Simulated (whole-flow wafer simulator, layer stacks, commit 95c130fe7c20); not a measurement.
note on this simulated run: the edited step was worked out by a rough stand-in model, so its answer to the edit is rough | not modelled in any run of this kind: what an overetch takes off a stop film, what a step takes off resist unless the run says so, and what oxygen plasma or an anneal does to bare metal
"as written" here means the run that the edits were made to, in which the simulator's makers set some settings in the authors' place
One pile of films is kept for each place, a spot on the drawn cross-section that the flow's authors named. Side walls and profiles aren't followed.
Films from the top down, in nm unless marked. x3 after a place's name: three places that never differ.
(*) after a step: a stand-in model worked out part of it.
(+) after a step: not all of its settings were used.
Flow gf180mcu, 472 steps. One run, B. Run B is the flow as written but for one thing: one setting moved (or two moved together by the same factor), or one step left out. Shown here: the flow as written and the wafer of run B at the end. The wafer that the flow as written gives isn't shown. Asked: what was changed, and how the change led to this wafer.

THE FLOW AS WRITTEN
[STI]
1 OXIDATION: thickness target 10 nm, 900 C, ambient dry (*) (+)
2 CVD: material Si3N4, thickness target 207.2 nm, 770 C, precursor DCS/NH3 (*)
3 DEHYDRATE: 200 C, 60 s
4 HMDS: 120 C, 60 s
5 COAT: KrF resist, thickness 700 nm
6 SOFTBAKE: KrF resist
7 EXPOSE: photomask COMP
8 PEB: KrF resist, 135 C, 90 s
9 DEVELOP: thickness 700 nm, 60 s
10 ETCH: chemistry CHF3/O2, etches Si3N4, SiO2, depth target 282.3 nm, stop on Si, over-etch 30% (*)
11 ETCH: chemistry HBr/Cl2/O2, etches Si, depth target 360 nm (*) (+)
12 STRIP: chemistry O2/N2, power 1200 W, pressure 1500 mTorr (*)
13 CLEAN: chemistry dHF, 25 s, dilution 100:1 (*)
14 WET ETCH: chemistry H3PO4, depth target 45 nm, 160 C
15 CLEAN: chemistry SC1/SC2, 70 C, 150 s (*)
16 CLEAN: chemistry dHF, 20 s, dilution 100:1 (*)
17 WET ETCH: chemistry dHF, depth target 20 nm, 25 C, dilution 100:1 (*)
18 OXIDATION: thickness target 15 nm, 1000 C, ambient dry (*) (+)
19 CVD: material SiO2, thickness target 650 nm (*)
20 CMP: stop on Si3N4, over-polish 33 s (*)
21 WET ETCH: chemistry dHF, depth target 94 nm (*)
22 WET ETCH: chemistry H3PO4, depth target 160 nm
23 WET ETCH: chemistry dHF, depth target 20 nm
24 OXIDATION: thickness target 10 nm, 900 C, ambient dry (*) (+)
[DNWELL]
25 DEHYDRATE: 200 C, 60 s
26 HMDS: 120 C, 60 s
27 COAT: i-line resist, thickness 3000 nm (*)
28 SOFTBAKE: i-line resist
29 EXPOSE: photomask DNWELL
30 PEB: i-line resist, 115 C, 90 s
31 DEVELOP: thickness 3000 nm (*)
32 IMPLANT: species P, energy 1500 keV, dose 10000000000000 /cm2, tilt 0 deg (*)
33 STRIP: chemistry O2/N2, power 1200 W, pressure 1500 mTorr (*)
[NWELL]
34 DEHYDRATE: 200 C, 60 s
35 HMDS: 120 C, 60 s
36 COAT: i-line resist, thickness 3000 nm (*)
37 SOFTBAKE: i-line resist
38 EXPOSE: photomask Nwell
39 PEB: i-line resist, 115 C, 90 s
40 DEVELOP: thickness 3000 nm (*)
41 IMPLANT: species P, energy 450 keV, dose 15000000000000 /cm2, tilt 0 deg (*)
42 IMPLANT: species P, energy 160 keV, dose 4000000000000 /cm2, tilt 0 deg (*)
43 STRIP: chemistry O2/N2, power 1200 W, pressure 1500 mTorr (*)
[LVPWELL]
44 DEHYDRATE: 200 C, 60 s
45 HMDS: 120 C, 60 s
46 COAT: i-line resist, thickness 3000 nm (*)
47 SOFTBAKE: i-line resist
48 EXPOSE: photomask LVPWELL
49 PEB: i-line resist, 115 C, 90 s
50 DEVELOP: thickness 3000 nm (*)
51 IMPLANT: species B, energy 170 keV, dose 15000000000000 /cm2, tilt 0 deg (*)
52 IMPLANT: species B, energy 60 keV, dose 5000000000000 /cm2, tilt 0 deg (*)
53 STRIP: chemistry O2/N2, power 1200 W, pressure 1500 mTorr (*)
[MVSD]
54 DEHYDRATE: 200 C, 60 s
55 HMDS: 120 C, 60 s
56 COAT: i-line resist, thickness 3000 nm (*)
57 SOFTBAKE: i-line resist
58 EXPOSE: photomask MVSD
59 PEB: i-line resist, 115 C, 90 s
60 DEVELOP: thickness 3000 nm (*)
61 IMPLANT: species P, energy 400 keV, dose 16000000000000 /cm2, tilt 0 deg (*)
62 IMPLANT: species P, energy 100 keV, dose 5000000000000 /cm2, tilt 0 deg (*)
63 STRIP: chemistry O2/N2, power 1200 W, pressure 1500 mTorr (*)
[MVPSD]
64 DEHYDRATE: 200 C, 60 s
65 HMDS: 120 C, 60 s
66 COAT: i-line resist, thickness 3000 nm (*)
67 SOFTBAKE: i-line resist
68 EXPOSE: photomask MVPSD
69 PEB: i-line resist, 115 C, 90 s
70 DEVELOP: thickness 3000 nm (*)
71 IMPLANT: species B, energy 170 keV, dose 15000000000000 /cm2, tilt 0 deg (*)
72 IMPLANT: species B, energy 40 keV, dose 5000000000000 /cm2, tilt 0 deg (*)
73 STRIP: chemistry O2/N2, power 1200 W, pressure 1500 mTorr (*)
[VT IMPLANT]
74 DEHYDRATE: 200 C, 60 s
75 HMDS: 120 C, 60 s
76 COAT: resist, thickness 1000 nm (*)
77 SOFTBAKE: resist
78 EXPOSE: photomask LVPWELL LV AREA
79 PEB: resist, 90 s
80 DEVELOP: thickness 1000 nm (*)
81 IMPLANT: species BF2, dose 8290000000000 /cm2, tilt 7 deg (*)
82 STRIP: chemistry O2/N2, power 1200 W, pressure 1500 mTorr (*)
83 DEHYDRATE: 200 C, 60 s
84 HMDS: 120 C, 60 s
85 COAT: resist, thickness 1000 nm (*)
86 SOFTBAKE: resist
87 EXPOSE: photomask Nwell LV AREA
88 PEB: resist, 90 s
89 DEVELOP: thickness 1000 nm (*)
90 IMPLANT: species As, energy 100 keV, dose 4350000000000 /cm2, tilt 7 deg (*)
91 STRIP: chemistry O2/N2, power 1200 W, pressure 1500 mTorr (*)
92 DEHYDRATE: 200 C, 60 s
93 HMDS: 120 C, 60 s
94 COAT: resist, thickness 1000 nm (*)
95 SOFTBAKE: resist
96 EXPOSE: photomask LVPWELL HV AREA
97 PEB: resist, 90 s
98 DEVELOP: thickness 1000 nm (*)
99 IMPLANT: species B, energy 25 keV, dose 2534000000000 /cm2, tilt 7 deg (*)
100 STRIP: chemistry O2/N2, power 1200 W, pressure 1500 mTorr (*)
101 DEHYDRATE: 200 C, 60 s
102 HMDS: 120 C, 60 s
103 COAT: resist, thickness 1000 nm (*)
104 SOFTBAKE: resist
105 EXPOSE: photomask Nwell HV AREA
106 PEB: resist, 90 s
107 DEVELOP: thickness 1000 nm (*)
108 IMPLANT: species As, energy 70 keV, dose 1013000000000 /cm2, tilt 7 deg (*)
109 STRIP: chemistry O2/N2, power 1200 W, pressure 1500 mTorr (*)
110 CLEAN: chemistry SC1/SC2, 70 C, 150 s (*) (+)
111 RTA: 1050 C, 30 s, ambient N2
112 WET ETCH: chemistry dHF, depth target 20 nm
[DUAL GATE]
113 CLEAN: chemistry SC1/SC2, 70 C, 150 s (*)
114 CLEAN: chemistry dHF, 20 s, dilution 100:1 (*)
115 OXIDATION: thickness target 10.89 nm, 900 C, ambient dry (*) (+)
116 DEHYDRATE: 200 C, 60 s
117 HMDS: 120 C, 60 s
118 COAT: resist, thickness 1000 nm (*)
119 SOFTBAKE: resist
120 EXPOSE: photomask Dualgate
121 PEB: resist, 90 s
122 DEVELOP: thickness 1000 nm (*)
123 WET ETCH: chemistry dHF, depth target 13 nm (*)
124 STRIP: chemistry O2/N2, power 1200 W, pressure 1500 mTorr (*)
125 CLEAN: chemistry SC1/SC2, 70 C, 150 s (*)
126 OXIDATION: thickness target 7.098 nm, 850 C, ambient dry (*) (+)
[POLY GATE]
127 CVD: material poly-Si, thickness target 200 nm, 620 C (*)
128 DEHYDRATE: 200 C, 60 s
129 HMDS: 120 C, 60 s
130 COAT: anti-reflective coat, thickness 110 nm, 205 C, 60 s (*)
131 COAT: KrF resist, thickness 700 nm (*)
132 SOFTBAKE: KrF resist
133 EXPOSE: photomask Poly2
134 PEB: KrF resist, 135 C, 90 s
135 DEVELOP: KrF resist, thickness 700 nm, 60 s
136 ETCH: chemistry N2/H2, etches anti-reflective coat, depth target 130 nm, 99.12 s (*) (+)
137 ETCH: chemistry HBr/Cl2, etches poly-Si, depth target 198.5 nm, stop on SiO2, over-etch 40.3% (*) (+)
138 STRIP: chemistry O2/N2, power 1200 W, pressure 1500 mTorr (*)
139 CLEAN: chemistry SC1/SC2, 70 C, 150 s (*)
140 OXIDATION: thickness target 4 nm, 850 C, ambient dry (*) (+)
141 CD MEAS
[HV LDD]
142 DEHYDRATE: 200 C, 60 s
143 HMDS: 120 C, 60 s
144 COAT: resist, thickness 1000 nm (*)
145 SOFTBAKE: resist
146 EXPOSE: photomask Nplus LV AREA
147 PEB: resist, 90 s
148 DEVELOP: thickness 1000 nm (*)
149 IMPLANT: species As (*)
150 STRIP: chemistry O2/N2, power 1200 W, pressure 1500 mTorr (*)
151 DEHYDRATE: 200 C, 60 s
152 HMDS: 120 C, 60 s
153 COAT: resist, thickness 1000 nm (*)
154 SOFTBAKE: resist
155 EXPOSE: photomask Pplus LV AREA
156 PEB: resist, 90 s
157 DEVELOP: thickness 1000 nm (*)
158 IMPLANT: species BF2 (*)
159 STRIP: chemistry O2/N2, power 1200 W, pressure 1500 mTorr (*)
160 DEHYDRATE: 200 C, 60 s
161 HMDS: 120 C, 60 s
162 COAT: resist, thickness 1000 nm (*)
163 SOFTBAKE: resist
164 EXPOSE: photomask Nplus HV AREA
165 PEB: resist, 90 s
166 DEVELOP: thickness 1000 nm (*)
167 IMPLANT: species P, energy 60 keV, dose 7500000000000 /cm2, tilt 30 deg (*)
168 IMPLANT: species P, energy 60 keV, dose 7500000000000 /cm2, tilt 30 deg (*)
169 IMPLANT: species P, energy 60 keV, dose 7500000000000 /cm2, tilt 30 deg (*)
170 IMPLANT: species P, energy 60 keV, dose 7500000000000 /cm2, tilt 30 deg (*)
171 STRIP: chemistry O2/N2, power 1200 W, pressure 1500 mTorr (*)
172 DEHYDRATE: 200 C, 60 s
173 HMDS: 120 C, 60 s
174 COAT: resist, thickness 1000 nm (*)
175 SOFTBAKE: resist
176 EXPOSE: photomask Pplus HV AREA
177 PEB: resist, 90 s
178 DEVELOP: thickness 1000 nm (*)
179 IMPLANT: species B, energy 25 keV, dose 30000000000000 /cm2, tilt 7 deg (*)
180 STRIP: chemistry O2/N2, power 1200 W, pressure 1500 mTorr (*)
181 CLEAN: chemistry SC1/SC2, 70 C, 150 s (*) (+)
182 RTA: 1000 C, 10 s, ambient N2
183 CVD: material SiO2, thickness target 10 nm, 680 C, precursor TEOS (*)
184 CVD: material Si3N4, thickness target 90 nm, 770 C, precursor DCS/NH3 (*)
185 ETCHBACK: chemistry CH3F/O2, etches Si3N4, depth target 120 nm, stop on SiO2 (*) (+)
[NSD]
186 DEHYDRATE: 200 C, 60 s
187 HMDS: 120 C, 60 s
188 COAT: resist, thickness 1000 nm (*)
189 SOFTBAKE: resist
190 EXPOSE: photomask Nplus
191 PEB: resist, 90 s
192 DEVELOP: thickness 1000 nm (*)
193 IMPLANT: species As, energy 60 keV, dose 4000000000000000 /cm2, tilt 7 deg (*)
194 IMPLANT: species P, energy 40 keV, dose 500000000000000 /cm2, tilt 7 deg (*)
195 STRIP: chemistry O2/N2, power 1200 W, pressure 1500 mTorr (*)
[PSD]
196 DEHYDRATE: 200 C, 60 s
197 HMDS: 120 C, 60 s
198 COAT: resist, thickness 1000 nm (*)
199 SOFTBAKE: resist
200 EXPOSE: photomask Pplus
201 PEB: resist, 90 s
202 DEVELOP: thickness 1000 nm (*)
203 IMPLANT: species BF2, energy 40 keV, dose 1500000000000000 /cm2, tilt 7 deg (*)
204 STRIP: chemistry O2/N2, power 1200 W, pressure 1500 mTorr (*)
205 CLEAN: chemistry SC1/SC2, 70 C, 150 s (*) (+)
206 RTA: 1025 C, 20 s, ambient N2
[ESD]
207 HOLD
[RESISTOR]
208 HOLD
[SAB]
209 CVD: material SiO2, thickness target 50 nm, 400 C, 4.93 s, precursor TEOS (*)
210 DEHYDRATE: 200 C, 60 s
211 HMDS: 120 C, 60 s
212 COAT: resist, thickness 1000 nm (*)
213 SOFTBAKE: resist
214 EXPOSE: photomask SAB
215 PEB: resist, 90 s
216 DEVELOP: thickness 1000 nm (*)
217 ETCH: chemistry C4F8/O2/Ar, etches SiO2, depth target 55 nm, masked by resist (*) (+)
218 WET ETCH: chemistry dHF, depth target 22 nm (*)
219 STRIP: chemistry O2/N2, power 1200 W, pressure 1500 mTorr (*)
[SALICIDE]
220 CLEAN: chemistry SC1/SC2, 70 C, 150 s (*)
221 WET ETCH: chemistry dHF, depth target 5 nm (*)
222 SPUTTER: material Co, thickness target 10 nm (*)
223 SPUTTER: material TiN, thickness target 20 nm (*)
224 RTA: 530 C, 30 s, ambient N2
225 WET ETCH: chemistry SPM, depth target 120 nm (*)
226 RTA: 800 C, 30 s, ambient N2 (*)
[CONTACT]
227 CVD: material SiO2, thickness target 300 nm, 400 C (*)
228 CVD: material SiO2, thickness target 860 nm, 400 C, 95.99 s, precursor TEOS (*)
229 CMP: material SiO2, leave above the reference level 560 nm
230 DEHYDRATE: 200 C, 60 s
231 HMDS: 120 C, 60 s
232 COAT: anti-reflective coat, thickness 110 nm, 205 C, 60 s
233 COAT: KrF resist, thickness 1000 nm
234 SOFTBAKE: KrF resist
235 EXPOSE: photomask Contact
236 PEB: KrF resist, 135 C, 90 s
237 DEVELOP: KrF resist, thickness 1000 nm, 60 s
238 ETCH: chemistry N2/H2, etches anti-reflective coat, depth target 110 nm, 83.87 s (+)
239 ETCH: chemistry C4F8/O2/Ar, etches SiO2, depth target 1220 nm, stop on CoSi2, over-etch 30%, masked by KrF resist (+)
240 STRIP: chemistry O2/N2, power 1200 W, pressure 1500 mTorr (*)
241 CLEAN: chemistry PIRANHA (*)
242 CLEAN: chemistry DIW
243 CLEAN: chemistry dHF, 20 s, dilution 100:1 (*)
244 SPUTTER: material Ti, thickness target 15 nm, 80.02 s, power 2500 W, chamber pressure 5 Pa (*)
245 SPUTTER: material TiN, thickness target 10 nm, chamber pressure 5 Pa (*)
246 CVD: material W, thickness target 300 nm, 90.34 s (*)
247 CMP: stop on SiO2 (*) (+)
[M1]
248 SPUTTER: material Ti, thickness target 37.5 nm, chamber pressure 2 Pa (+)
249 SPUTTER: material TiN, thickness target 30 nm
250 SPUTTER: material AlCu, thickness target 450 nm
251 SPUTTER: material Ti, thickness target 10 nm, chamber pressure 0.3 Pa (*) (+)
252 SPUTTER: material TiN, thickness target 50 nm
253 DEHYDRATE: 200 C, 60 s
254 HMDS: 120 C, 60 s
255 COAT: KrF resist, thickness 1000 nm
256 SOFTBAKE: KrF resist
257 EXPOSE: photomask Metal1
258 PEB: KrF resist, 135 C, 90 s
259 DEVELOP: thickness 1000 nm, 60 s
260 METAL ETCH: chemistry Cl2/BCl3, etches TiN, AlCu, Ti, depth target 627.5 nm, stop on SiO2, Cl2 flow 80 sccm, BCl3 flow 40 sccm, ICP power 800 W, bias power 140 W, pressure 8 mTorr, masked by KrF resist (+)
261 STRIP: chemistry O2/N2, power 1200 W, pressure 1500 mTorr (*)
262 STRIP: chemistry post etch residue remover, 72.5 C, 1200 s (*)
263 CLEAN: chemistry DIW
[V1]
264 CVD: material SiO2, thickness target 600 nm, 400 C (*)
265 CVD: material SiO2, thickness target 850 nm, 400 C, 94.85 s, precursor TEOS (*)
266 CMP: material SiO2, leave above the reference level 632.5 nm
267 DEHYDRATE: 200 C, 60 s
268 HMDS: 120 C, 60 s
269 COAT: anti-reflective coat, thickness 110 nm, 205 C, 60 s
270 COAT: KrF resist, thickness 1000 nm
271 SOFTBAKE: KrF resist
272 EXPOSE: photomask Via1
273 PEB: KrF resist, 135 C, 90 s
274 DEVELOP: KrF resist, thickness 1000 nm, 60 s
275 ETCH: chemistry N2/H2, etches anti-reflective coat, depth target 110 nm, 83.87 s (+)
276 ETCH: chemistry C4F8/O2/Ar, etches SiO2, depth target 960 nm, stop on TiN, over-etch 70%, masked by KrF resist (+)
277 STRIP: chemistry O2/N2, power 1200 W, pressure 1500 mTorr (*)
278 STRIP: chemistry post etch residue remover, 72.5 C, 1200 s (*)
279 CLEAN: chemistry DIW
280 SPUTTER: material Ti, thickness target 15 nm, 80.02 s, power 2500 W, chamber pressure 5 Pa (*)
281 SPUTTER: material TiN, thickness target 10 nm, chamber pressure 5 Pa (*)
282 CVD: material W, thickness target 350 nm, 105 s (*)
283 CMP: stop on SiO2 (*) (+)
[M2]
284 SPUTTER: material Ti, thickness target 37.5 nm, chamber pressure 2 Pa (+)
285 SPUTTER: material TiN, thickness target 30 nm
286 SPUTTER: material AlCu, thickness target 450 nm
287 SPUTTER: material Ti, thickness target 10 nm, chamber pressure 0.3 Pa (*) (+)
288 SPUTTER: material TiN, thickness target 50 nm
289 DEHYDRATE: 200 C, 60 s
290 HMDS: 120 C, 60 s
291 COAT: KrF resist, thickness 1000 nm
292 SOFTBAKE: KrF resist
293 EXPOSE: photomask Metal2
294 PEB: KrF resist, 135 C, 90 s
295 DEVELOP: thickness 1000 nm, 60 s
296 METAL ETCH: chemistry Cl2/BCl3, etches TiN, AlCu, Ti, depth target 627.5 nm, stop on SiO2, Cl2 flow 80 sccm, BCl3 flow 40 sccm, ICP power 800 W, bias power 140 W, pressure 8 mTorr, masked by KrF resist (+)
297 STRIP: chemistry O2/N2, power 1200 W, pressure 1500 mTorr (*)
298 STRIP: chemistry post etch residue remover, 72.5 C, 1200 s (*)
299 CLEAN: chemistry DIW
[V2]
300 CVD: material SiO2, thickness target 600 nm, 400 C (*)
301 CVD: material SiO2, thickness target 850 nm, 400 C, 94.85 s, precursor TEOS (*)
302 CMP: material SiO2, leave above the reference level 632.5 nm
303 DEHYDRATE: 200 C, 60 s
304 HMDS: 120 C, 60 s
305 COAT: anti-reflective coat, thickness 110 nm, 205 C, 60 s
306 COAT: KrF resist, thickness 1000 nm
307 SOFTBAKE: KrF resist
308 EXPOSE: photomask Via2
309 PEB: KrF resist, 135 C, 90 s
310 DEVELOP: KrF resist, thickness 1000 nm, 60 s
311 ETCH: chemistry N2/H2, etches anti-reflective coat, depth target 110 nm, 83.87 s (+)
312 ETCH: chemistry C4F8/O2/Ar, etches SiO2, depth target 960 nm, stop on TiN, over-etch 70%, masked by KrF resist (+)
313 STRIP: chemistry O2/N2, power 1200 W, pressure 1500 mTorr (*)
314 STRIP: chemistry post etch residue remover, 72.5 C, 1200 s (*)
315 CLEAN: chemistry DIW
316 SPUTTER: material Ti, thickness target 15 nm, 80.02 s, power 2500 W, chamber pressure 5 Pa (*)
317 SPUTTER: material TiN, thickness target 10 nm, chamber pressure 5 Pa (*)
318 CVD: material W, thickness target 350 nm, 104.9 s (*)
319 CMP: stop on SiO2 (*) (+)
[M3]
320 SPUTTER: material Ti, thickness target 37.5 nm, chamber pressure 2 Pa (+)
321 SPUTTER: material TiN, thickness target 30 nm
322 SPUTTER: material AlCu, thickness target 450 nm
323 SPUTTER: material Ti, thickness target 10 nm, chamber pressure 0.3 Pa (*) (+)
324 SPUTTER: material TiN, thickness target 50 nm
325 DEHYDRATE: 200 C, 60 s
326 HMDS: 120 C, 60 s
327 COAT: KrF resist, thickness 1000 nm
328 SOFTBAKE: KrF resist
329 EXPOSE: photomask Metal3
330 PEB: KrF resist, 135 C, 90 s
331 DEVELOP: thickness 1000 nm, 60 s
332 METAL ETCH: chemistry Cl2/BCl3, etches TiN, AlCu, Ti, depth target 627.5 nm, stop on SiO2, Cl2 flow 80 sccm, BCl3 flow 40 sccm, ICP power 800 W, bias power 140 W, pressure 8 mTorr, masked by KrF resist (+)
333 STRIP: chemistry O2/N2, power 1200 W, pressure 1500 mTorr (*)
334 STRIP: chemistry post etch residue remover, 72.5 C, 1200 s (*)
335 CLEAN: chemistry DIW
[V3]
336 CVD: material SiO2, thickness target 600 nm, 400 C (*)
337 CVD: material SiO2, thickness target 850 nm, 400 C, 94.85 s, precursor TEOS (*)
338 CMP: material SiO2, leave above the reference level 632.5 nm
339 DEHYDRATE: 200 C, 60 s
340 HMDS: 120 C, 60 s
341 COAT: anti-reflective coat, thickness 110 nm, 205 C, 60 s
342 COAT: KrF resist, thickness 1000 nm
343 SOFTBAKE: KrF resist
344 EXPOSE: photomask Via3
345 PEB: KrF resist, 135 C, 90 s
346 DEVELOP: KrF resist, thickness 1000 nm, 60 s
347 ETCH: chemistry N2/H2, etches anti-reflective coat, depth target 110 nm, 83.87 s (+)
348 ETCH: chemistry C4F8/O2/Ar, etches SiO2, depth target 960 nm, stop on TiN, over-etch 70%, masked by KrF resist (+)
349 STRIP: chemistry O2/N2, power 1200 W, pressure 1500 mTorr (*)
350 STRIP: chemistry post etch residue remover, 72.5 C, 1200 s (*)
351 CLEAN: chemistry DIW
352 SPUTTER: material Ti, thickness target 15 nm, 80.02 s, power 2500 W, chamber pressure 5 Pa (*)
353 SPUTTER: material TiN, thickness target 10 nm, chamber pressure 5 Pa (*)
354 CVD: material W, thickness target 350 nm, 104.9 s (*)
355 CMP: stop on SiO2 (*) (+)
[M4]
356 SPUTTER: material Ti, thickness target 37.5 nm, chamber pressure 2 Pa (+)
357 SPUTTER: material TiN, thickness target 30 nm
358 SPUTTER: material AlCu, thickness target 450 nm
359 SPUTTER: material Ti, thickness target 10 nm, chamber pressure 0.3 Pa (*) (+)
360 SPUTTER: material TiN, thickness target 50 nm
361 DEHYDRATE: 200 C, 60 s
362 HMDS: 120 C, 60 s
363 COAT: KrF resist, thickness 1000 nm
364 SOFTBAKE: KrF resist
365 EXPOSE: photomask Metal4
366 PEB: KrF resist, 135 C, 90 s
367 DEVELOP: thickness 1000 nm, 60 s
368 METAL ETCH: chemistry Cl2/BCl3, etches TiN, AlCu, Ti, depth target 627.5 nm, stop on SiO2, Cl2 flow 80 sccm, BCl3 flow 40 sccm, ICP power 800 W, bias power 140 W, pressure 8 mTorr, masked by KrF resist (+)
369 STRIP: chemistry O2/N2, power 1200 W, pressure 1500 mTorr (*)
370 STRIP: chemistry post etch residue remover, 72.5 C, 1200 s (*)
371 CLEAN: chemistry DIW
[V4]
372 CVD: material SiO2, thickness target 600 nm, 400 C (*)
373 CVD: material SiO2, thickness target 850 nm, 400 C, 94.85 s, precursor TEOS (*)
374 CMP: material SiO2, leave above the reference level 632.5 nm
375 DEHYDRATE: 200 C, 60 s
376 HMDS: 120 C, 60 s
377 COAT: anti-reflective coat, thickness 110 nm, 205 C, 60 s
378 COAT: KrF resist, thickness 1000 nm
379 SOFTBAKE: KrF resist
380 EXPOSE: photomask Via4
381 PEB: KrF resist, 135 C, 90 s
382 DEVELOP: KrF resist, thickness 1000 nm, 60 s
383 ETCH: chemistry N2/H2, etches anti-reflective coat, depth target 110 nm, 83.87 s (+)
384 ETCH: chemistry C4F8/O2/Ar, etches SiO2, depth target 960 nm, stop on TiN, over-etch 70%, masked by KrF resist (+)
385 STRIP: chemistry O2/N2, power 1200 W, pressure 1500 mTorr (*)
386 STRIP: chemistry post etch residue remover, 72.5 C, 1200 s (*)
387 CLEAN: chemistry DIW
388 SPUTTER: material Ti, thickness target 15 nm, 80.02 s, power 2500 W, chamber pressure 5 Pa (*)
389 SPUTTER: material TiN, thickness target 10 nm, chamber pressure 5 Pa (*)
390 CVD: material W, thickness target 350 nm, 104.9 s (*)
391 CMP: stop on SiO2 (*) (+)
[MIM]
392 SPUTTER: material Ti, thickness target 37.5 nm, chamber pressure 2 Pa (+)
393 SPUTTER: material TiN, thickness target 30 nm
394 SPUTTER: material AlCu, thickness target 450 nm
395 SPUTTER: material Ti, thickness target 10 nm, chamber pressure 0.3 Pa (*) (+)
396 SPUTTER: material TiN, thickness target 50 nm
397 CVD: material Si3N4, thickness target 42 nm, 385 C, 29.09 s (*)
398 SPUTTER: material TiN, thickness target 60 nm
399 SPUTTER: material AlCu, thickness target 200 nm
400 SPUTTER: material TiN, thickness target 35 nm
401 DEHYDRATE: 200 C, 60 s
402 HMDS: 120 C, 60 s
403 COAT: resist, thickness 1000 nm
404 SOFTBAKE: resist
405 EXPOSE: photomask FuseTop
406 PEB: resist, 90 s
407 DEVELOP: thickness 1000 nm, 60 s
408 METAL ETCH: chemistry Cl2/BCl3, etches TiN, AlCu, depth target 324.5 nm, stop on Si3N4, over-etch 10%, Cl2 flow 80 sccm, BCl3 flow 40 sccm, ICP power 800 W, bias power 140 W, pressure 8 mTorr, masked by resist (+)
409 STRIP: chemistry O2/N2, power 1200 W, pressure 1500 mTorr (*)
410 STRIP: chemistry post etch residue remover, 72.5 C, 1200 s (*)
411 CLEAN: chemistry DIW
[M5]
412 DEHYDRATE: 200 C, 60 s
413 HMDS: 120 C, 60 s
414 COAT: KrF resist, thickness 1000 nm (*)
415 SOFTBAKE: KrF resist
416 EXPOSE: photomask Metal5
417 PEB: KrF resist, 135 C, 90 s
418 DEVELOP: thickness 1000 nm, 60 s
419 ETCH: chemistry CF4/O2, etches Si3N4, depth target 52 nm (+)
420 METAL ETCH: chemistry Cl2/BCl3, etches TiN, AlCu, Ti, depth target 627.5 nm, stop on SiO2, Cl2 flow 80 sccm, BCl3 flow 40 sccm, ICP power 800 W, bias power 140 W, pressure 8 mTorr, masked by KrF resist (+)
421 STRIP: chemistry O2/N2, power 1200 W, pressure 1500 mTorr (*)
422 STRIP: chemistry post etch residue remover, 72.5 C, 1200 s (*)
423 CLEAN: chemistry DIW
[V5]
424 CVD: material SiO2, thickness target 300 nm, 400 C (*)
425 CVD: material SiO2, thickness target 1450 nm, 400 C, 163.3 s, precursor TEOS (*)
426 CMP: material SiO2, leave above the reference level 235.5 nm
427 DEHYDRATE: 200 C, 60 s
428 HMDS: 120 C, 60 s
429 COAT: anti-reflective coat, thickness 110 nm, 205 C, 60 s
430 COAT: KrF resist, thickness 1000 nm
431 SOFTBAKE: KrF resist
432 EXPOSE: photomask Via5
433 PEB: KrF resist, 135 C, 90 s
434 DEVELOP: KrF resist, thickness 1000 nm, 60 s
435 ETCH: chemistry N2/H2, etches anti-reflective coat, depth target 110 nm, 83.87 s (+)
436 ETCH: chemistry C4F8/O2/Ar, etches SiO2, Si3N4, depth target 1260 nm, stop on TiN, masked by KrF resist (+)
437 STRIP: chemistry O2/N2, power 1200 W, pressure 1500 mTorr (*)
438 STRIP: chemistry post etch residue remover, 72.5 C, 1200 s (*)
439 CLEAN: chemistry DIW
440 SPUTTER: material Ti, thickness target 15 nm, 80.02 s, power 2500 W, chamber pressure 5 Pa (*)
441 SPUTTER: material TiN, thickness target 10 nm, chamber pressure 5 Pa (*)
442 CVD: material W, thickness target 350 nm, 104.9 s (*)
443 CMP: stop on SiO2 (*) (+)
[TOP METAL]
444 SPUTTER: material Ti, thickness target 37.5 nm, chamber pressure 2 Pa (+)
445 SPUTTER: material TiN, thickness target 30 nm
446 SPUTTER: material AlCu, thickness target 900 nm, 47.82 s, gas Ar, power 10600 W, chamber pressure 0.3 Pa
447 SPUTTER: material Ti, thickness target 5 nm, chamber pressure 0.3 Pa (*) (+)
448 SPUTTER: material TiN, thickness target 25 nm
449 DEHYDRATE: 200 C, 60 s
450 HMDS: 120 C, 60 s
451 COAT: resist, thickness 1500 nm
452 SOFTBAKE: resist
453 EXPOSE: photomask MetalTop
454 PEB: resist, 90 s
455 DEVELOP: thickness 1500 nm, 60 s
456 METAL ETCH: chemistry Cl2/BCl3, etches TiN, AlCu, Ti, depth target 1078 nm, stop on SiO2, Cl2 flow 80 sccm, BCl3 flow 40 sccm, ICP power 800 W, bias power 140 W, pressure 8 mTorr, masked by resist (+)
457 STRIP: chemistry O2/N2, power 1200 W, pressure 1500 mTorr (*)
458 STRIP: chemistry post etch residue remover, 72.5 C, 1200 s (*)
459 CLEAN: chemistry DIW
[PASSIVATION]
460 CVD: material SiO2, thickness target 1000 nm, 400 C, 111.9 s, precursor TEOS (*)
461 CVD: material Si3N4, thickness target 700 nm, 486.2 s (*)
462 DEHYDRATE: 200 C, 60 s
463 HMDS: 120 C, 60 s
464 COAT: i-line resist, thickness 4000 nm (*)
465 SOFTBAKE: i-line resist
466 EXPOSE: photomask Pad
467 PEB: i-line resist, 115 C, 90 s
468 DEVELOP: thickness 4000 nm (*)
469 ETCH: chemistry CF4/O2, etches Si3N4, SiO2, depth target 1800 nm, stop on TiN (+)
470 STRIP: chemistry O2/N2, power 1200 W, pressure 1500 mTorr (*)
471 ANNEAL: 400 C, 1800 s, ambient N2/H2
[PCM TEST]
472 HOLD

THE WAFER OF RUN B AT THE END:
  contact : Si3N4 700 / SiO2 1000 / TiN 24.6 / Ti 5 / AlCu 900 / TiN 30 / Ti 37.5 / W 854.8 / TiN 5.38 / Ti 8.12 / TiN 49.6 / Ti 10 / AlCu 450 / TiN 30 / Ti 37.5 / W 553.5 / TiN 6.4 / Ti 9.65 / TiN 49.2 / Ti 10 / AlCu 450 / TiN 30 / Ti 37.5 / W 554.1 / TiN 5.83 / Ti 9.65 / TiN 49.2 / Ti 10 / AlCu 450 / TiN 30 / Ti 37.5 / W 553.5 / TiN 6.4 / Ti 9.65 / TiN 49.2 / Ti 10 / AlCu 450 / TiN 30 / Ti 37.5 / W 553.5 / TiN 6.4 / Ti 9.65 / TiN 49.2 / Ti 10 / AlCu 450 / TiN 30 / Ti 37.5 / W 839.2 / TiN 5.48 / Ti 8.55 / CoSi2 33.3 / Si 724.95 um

The cause: step 353, SPUTTER: chamber pressure 3.2 Pa was run, where the flow has chamber pressure 5 Pa.

How the change led to this, step by step:
  353 SPUTTER: material TiN, thickness target 10 nm, chamber pressure 5 Pa (*)
      contact: TiN +5.83 (new film) (as written it would be: TiN +6.4 (new film))
